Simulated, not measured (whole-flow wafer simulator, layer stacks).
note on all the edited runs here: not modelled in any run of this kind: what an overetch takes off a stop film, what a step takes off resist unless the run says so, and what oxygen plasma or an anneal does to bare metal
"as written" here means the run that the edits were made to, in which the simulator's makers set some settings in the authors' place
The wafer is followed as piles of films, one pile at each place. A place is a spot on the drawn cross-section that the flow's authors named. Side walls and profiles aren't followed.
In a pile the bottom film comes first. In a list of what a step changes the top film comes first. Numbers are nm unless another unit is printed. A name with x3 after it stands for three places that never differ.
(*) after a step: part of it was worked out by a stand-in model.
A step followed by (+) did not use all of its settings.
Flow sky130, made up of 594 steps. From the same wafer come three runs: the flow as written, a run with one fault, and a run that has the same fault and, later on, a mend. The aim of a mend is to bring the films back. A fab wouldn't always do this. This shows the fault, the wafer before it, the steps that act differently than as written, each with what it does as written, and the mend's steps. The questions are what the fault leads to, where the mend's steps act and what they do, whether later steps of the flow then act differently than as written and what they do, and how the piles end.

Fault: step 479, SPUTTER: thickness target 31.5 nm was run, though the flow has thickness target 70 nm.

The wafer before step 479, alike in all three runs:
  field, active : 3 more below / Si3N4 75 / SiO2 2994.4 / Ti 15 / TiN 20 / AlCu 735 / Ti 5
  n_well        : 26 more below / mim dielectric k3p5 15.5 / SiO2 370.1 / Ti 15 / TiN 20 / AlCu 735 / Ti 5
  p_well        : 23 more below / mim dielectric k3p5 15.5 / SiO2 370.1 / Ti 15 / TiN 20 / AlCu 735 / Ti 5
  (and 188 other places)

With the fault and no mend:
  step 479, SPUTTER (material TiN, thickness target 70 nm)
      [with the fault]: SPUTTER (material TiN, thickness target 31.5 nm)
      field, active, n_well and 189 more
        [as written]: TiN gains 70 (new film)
        [with the fault]: TiN gains 31.5 (new film)
  Steps later in the flow that act otherwise than as written (16 more steps, not shown, differ only slightly: by at most 2% or 0.5 nm, whichever is larger):
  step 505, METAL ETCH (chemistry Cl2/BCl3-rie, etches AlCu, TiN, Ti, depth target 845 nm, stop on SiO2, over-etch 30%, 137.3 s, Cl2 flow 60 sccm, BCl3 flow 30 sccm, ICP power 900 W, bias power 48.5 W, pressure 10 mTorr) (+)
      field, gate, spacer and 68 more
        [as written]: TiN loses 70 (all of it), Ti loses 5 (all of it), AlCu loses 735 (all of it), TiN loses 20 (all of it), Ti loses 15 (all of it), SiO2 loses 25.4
        [with the fault]: TiN loses 31.5 (all of it), Ti loses 5 (all of it), AlCu loses 735 (all of it), TiN loses 20 (all of it), Ti loses 15 (all of it), SiO2 loses 29.2
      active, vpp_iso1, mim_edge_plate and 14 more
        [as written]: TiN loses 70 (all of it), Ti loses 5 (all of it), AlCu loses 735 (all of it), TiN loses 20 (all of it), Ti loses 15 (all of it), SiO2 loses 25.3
        [with the fault]: TiN loses 31.5 (all of it), Ti loses 5 (all of it), AlCu loses 735 (all of it), TiN loses 20 (all of it), Ti loses 15 (all of it), SiO2 loses 29.2
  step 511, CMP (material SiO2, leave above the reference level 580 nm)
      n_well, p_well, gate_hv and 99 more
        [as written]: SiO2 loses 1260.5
        [with the fault]: SiO2 loses 1222
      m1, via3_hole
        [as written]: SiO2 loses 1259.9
        [with the fault]: SiO2 loses 1221.4
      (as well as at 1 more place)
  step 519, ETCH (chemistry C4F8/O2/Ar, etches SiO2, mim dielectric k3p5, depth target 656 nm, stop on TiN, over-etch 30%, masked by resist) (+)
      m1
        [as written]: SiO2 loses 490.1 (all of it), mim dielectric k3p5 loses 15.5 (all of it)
        [with the fault]: SiO2 loses 528.6 (all of it), mim dielectric k3p5 loses 15.5 (all of it)
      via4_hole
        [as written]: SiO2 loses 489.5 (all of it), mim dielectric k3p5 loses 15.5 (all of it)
        [with the fault]: SiO2 loses 528 (all of it), mim dielectric k3p5 loses 15.5 (all of it)
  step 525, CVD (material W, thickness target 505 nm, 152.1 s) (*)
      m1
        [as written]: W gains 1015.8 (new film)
        [with the fault]: W gains 1054.5 (new film)
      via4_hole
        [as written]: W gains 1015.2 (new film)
        [with the fault]: W gains 1053.9 (new film)
  At n_well, p_well, gate_hv and 102 more, the piles at the end differ from the flow's by more than 2% or 0.5 nm, whichever is larger.
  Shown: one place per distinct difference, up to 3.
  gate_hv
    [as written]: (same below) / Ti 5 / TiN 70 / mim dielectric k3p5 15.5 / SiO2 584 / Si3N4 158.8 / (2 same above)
    [with the fault]: (same below) / Ti 5 / TiN 31.5 / mim dielectric k3p5 15.5 / SiO2 622.5 / Si3N4 158.8 / (2 same above)
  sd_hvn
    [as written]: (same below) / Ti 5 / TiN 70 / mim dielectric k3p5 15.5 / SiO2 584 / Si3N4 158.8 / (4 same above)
    [with the fault]: (same below) / Ti 5 / TiN 31.5 / mim dielectric k3p5 15.5 / SiO2 622.5 / Si3N4 158.8 / (4 same above)
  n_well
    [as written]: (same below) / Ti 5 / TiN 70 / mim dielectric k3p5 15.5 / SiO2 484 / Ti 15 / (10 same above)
    [with the fault]: (same below) / Ti 5 / TiN 31.5 / mim dielectric k3p5 15.5 / SiO2 522.5 / Ti 15 / (10 same above)

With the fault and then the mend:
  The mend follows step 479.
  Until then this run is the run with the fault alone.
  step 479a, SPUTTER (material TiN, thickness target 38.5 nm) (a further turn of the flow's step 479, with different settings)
      field, active, n_well and 189 more
        TiN gains 38.5
  None of the later steps of the flow acts differently than as written at any place that is followed.
  At every place that both follow, the piles at the end match the flow's.
